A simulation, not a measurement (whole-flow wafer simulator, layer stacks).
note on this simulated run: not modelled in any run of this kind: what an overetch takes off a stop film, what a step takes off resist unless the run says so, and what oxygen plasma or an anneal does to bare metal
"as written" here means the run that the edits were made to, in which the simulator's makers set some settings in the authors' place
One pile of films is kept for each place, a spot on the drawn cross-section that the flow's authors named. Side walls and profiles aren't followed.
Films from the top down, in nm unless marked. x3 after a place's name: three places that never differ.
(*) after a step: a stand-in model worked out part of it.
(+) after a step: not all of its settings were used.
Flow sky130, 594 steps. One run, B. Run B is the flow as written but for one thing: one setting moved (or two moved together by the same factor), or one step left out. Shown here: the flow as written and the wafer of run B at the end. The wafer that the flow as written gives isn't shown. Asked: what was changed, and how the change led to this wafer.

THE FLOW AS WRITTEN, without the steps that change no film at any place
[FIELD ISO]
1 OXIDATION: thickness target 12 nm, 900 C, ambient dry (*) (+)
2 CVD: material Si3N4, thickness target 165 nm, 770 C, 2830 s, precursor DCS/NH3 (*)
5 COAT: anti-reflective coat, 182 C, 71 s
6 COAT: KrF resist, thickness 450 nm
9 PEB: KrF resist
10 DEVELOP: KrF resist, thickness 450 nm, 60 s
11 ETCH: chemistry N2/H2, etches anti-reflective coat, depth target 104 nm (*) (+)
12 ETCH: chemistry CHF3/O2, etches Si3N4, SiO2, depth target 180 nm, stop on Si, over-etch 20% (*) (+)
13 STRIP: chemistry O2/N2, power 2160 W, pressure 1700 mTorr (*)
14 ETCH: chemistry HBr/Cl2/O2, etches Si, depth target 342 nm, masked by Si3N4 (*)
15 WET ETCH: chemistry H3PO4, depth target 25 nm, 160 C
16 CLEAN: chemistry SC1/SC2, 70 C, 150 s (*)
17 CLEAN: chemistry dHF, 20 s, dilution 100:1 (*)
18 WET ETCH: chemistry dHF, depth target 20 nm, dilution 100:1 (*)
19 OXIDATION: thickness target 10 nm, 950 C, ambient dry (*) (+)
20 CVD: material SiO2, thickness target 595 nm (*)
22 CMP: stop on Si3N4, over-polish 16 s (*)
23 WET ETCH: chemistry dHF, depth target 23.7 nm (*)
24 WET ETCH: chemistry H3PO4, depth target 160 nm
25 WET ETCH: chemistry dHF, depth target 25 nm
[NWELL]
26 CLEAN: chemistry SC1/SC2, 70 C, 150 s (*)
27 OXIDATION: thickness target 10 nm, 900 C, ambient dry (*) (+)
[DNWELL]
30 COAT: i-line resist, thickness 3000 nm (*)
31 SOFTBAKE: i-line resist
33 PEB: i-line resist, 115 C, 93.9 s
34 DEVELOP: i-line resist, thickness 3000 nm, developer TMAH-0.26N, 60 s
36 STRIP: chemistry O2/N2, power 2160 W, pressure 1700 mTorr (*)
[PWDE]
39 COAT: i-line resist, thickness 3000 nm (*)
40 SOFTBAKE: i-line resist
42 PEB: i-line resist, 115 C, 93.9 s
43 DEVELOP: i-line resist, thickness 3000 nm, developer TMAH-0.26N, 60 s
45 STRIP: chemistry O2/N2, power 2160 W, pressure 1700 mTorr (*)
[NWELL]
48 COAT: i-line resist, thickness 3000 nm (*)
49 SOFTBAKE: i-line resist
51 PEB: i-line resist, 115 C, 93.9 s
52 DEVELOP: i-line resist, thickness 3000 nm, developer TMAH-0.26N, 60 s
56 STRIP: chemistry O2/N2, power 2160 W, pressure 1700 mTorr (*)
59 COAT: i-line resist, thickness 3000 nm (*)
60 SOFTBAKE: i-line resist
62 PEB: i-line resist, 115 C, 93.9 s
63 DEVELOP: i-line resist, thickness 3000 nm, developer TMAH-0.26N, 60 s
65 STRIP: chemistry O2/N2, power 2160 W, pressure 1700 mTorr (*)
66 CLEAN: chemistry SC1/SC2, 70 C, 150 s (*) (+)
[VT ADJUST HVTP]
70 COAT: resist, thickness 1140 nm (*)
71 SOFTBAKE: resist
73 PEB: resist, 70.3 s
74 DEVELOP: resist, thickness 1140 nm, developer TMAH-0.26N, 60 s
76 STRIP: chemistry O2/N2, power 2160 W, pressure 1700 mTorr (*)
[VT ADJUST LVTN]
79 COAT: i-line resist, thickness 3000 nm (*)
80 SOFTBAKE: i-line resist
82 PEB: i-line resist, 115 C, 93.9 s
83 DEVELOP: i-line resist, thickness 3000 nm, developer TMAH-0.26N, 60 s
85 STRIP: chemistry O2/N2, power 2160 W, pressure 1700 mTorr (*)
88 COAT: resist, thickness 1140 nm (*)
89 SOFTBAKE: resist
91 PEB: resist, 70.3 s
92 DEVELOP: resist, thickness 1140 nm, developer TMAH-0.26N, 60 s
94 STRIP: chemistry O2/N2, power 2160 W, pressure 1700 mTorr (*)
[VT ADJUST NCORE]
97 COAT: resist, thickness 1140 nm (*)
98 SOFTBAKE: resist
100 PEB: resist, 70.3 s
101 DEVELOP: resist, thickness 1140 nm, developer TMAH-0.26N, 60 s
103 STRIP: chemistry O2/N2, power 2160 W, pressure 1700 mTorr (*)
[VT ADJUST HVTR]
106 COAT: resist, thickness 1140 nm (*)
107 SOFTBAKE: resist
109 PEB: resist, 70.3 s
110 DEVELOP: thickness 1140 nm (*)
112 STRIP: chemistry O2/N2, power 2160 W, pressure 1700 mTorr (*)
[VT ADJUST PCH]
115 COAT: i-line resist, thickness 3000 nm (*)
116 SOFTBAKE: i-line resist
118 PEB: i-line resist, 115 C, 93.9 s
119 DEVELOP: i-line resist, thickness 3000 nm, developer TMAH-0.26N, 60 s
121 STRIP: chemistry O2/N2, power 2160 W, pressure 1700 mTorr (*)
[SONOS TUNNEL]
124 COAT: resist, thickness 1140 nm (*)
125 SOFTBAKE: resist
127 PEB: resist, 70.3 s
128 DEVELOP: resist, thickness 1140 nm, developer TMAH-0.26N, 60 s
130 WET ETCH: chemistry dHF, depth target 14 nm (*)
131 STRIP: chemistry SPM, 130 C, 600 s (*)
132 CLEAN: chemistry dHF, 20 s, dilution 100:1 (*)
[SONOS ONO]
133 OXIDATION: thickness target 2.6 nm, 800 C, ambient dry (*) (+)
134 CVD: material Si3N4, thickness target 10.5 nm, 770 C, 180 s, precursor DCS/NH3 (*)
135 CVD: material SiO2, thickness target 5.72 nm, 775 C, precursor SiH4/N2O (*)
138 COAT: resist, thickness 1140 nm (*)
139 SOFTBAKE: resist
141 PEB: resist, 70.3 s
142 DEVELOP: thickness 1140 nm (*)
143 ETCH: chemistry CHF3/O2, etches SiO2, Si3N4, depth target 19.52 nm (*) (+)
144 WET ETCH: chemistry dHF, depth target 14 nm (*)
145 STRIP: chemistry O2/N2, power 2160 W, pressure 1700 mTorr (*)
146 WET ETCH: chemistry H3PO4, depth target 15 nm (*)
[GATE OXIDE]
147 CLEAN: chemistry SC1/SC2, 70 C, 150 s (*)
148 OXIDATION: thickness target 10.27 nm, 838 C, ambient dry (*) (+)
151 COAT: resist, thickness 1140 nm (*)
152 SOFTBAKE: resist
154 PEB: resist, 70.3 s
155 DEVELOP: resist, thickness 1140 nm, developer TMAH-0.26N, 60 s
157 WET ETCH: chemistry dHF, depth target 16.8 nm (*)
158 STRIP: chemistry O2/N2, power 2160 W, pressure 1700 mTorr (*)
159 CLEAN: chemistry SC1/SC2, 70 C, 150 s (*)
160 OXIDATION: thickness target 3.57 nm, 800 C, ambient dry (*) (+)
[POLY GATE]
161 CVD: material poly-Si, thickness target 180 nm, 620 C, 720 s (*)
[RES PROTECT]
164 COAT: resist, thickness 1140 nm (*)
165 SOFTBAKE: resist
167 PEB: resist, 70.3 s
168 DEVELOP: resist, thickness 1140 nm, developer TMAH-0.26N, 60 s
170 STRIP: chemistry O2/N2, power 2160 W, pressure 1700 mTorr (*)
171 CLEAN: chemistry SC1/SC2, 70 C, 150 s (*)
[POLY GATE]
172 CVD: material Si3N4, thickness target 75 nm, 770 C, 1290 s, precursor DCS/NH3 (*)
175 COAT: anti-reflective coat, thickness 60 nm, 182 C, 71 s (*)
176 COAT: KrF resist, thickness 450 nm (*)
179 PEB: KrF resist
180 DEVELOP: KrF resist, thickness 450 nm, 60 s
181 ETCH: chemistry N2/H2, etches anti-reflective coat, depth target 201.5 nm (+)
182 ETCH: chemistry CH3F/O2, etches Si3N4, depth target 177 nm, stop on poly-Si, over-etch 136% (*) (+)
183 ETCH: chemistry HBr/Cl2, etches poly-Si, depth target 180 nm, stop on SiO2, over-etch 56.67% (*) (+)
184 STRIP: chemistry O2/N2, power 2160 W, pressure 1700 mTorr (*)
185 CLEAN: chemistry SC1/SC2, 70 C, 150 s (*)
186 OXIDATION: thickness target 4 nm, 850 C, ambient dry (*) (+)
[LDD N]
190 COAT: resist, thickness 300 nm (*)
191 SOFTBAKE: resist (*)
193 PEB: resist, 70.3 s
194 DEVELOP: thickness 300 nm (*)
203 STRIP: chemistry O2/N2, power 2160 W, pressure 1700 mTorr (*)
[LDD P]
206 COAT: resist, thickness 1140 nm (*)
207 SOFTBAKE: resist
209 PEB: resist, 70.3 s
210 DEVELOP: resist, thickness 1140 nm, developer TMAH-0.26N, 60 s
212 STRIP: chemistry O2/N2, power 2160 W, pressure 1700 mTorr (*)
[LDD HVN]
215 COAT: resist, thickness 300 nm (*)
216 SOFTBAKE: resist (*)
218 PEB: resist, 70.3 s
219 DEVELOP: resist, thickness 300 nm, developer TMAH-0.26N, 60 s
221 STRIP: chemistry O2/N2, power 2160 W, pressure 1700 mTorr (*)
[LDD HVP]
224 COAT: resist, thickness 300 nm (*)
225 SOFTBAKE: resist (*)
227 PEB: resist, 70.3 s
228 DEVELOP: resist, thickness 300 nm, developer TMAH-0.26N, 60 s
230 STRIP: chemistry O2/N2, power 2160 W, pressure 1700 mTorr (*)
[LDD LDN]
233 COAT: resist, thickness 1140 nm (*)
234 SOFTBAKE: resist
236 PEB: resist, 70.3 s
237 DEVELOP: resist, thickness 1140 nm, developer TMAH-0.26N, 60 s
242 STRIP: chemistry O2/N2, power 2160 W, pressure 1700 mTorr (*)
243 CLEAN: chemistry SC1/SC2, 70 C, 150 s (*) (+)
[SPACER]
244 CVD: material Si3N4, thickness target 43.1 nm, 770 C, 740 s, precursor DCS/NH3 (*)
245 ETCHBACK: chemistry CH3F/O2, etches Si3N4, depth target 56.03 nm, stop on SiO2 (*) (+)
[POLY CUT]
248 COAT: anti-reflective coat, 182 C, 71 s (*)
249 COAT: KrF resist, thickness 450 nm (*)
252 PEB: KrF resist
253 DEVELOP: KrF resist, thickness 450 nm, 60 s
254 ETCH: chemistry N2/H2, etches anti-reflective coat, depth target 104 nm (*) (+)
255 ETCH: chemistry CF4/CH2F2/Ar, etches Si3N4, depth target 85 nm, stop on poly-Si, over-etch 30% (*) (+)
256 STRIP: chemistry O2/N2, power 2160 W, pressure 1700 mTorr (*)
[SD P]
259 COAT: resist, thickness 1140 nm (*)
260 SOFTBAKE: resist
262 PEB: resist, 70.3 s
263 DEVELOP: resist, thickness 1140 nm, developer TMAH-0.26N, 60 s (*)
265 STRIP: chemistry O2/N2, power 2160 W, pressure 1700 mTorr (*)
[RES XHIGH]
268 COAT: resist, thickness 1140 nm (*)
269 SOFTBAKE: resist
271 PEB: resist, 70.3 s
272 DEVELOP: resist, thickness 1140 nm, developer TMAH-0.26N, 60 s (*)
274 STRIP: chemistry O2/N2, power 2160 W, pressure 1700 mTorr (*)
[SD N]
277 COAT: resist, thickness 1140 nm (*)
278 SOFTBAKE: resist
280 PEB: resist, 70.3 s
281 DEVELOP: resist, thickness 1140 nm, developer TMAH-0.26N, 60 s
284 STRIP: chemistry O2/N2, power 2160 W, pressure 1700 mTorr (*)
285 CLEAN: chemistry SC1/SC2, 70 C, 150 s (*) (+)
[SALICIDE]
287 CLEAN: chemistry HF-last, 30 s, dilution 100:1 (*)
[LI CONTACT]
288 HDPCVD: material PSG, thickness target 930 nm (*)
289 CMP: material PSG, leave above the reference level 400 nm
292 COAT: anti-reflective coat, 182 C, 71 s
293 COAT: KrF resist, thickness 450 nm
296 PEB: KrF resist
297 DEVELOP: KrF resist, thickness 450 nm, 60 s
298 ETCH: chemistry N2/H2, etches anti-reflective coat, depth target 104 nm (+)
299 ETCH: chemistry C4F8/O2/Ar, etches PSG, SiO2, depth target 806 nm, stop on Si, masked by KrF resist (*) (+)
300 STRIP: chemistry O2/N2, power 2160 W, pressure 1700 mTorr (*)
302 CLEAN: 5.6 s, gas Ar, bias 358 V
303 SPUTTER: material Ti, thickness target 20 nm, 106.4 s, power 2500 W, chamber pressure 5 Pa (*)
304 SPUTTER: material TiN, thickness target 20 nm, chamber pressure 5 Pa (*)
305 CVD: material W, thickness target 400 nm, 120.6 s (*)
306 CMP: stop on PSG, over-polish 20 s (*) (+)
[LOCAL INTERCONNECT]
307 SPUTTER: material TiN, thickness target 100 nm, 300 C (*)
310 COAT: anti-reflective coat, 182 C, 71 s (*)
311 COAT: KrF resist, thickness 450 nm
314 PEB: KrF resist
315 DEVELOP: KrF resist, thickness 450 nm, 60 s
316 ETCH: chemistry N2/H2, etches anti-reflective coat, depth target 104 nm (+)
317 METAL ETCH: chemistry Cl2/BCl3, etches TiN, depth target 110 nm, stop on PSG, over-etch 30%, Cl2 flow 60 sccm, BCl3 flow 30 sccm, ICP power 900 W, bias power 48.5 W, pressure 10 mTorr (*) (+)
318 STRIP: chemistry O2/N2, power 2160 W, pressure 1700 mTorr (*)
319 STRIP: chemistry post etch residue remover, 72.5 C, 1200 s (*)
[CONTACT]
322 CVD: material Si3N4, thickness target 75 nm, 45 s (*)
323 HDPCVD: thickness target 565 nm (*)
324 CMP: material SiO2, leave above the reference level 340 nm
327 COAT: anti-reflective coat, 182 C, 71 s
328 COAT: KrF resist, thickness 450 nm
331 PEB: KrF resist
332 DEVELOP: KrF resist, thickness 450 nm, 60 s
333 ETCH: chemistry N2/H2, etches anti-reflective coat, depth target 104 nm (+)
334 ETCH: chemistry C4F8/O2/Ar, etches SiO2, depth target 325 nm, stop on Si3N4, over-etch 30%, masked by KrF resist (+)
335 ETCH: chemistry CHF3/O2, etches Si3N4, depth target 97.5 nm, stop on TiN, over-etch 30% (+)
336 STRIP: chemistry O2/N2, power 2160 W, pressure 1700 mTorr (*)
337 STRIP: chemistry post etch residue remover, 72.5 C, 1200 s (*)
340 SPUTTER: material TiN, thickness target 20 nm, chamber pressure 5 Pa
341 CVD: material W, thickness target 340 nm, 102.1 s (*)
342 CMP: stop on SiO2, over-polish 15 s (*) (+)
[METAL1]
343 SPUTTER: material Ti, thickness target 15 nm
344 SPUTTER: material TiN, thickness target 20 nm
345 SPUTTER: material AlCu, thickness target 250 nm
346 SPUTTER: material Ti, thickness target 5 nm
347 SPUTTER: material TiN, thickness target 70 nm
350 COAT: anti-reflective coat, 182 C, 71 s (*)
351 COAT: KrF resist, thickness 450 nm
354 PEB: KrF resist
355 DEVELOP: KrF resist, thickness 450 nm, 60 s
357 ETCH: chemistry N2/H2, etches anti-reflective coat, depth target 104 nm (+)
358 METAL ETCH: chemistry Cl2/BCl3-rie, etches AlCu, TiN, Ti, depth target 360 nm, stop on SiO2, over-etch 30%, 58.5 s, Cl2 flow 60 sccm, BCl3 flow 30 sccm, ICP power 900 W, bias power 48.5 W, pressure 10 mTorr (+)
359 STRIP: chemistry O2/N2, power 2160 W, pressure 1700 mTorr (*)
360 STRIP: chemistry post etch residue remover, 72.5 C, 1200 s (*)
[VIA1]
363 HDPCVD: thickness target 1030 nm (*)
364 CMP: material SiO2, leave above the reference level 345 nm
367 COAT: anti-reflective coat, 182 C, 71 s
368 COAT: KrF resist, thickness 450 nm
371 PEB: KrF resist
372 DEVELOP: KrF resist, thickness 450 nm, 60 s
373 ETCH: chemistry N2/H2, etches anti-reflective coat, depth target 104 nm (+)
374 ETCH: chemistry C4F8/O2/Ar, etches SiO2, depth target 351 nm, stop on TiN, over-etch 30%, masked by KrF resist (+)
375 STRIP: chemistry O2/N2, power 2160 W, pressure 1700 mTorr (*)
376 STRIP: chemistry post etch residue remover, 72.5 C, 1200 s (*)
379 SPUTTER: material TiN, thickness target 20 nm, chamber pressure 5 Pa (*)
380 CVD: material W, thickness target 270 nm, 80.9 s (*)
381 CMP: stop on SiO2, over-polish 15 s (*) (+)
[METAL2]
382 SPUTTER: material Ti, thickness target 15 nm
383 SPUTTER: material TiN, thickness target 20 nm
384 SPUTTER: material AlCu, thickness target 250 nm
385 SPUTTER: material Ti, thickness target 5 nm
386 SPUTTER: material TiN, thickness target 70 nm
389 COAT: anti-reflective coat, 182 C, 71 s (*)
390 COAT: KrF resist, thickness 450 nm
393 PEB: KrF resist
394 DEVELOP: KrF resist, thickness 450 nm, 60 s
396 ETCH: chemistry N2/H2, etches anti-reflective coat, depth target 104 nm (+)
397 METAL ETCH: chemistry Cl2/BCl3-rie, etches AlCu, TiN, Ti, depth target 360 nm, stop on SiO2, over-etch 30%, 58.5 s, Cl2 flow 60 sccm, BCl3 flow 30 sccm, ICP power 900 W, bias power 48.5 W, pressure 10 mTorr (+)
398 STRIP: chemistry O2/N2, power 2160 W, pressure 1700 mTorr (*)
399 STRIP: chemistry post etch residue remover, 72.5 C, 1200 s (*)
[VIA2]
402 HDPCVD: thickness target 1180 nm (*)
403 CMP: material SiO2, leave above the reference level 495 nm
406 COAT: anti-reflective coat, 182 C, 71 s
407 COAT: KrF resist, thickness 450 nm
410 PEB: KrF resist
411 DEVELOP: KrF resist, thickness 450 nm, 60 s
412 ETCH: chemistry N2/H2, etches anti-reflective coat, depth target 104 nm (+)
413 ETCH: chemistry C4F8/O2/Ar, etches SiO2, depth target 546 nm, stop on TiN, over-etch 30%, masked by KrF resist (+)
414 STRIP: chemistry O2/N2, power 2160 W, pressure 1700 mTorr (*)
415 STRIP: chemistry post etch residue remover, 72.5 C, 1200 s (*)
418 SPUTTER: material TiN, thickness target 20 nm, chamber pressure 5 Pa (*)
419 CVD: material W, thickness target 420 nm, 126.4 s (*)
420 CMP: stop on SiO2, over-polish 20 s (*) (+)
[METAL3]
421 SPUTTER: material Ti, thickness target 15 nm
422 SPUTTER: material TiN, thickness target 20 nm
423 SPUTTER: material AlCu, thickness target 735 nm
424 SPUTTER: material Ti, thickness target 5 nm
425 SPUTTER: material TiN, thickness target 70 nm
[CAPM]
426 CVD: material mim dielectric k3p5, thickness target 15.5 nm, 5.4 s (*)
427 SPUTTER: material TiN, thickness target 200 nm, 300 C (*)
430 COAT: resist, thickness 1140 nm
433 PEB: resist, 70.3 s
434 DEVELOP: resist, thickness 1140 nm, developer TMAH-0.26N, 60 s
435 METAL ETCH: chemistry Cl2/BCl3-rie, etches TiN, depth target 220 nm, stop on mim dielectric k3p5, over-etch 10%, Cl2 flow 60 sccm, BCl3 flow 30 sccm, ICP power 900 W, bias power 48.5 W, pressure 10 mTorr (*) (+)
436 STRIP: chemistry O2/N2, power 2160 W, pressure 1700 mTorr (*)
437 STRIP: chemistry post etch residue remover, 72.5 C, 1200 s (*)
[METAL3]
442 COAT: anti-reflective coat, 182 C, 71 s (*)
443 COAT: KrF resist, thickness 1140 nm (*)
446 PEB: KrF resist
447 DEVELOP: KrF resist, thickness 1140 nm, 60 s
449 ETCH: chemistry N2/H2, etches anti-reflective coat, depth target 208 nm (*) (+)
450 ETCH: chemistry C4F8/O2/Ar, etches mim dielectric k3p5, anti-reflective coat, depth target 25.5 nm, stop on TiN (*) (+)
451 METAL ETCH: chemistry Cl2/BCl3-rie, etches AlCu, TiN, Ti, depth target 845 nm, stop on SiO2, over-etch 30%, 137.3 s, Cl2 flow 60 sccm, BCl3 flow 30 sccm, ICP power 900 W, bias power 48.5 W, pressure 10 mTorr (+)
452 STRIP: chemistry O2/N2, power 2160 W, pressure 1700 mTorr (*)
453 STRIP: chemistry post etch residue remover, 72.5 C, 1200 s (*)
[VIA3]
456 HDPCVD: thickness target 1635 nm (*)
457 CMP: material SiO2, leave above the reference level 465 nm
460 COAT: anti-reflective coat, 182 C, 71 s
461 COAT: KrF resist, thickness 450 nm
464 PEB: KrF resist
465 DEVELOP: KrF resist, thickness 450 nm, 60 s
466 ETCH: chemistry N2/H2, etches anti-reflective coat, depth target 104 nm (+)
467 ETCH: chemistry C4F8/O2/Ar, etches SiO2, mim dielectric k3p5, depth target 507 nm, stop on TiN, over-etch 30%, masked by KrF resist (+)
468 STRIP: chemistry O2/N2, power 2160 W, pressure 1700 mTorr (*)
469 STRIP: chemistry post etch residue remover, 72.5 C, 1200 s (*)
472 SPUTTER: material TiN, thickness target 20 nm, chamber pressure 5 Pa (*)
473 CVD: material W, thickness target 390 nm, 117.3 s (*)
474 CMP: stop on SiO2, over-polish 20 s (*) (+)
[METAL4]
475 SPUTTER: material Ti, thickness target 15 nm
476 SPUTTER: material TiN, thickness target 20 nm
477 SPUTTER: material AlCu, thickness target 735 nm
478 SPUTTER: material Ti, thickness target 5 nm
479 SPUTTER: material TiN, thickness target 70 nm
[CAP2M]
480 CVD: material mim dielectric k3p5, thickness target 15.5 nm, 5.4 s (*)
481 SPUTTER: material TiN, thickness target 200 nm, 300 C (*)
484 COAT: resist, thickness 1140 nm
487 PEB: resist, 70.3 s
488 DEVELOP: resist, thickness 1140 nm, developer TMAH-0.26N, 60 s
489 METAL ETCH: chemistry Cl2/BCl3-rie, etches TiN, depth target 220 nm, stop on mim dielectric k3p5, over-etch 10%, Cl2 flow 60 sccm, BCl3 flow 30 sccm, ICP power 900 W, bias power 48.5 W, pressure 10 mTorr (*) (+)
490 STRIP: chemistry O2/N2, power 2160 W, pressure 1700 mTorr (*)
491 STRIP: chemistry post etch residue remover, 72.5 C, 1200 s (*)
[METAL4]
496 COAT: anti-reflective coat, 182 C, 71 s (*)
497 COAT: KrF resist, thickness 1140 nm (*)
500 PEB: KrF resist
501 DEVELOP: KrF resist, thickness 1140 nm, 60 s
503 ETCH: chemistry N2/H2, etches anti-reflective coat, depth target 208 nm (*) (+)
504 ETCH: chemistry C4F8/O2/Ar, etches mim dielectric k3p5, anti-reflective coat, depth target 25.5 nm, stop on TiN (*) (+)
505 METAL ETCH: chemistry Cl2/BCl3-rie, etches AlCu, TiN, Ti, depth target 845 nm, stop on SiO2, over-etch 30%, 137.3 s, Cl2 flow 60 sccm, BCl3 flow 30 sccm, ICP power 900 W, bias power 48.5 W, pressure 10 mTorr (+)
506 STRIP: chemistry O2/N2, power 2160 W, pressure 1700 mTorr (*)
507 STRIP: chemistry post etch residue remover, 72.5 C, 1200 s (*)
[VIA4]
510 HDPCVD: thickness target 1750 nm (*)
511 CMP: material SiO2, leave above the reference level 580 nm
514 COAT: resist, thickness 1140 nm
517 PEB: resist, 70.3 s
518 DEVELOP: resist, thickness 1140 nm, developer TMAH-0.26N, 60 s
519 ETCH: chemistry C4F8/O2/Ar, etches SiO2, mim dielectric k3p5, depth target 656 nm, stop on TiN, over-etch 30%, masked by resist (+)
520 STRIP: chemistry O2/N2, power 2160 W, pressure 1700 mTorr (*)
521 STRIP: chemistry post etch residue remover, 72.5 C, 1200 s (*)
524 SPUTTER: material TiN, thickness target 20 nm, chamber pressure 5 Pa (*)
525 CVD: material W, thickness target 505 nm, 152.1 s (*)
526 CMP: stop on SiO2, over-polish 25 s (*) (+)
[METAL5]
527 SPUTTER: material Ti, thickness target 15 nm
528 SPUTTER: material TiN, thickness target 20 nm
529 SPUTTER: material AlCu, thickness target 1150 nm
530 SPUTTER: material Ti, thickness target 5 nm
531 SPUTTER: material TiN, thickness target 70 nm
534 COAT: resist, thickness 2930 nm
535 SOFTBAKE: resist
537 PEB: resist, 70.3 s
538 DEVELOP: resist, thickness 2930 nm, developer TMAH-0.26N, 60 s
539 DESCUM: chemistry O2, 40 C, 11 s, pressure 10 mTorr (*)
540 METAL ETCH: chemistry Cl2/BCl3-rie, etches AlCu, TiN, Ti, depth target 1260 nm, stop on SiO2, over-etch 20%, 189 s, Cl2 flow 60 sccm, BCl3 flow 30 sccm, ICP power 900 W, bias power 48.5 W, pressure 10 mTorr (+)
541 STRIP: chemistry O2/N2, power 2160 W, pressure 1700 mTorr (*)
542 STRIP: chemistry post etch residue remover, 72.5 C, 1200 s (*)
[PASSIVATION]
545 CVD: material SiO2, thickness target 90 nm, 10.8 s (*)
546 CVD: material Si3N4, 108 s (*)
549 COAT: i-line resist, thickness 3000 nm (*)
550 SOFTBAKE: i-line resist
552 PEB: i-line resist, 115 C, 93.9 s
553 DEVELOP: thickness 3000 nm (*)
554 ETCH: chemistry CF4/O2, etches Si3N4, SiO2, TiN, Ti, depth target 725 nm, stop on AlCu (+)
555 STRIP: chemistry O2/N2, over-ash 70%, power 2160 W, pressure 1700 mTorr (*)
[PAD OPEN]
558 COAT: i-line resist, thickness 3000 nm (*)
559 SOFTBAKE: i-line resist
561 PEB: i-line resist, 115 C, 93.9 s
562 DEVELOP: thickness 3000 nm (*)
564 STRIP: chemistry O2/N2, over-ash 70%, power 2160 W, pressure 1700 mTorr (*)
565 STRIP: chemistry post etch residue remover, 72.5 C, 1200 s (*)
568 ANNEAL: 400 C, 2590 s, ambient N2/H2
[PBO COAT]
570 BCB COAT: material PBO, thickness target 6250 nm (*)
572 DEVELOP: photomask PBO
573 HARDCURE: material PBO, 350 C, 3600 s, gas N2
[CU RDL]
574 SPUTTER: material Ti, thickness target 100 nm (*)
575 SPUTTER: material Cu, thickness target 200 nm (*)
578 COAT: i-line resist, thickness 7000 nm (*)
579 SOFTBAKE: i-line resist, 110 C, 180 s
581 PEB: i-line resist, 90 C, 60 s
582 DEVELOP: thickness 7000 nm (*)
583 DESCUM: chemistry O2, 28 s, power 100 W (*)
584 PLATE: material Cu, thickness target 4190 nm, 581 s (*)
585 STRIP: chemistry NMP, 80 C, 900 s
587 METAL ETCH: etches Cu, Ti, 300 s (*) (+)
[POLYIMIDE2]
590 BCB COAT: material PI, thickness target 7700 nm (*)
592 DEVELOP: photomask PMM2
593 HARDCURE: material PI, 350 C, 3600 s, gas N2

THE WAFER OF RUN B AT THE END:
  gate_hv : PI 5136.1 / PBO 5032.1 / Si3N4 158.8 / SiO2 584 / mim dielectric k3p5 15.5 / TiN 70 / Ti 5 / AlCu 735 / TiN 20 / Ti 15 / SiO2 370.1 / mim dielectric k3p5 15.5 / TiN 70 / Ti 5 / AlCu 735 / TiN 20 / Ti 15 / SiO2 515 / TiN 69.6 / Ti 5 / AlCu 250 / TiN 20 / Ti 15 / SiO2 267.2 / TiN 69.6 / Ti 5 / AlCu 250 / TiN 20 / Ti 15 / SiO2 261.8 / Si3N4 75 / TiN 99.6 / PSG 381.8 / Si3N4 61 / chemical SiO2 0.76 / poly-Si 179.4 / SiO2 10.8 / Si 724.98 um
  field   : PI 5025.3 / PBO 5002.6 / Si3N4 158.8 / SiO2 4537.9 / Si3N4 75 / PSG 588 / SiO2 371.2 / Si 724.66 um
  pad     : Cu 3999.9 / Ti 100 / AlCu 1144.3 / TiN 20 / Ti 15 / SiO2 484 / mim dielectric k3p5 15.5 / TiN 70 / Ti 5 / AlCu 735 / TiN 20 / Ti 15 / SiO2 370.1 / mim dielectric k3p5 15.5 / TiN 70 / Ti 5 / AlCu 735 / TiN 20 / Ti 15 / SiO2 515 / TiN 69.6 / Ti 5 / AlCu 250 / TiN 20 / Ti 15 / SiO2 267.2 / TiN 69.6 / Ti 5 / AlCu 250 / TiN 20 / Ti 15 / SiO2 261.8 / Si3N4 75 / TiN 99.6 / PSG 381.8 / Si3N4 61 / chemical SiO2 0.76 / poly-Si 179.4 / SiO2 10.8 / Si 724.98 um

The cause: step 403, CMP: leave above the reference level 594 nm was run, where the flow has leave above the reference level 495 nm.

How the change led to this, step by step:
  403 CMP: material SiO2, leave above the reference level 495 nm
      n_well, p_well, gate_hv and 101 more: SiO2 -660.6 (as written it would be: SiO2 -759.6)
      field, active, gate and 82 more: SiO2 -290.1 (as written it would be: SiO2 -389.1)
      (and at 2 more places)
  413 ETCH: chemistry C4F8/O2/Ar, etches SiO2, depth target 546 nm, stop on TiN, over-etch 30%, masked by KrF resist (+)
      m1: SiO2 -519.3 (all of it) (as written it would be: SiO2 -420.3 (all of it))
      via2_hole: SiO2 -518.8 (all of it) (as written it would be: SiO2 -419.8 (all of it))
  418 SPUTTER: material TiN, thickness target 20 nm, chamber pressure 5 Pa (*)
      m1: TiN +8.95 (as written it would be: TiN +10.2)
      via2_hole: TiN +8.94 (as written it would be: TiN +10.2)
  419 CVD: material W, thickness target 420 nm, 126.4 s (*)
      m1: W +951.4 (new film) (as written it would be: W +851.1 (new film))
      via2_hole: W +950.9 (new film) (as written it would be: W +850.7 (new film))
